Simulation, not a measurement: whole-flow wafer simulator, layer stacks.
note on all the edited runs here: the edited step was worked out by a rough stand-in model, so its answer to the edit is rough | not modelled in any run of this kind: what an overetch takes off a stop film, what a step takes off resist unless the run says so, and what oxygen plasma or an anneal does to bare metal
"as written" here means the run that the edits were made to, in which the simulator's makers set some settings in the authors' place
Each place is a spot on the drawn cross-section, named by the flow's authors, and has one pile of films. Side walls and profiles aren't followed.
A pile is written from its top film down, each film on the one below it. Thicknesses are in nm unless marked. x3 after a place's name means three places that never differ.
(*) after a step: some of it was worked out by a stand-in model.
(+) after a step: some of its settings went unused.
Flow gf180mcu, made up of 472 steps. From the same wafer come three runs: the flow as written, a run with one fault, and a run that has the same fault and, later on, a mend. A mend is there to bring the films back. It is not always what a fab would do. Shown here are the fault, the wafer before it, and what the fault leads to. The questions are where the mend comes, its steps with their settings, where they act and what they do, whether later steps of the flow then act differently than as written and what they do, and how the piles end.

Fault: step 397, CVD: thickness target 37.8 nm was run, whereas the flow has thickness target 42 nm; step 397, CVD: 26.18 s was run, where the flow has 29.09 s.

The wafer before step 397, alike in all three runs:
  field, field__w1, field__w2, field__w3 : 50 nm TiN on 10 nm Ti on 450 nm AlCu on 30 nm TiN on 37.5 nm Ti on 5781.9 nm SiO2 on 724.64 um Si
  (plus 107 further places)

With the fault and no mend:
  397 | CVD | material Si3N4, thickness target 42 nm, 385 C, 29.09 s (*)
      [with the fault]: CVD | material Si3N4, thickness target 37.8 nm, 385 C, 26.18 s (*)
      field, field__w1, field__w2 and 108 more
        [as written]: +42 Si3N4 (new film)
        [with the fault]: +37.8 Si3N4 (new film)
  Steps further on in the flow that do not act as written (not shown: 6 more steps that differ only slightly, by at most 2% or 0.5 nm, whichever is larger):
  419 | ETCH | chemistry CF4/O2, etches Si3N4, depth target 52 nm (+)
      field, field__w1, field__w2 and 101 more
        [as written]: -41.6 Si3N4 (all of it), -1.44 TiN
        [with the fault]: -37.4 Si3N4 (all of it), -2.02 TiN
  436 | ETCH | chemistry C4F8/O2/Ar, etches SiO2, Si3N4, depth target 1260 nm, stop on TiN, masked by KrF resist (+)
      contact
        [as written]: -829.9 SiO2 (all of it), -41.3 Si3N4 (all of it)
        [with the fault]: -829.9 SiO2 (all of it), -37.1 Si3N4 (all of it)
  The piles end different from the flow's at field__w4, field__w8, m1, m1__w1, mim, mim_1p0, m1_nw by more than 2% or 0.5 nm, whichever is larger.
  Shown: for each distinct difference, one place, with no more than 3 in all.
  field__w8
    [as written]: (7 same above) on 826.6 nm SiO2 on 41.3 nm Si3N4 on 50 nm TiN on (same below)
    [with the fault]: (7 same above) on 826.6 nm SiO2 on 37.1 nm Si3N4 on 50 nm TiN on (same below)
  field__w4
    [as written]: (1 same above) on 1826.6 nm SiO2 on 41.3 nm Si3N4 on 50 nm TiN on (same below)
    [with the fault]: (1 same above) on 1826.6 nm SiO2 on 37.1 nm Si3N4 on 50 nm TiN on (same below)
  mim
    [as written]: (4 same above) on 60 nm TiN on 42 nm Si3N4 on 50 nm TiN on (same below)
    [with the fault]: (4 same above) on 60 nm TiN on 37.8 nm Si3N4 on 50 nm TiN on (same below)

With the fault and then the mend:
  The mend follows step 397.
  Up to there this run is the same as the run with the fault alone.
  397a | CVD | material Si3N4, thickness target 4.2 nm, 385 C, 2.909 s (the flow's step 397, run once more with other settings)
      field, field__w1, field__w2 and 108 more
        +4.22 Si3N4
  None of the later steps of the flow differs from how it acts as written, at any place that is followed, by more than 2% or 0.5 nm, whichever is larger.
  At the end the piles are close to the flow's at the places that both follow, differing by at most 2% or 0.5 nm, whichever is larger.
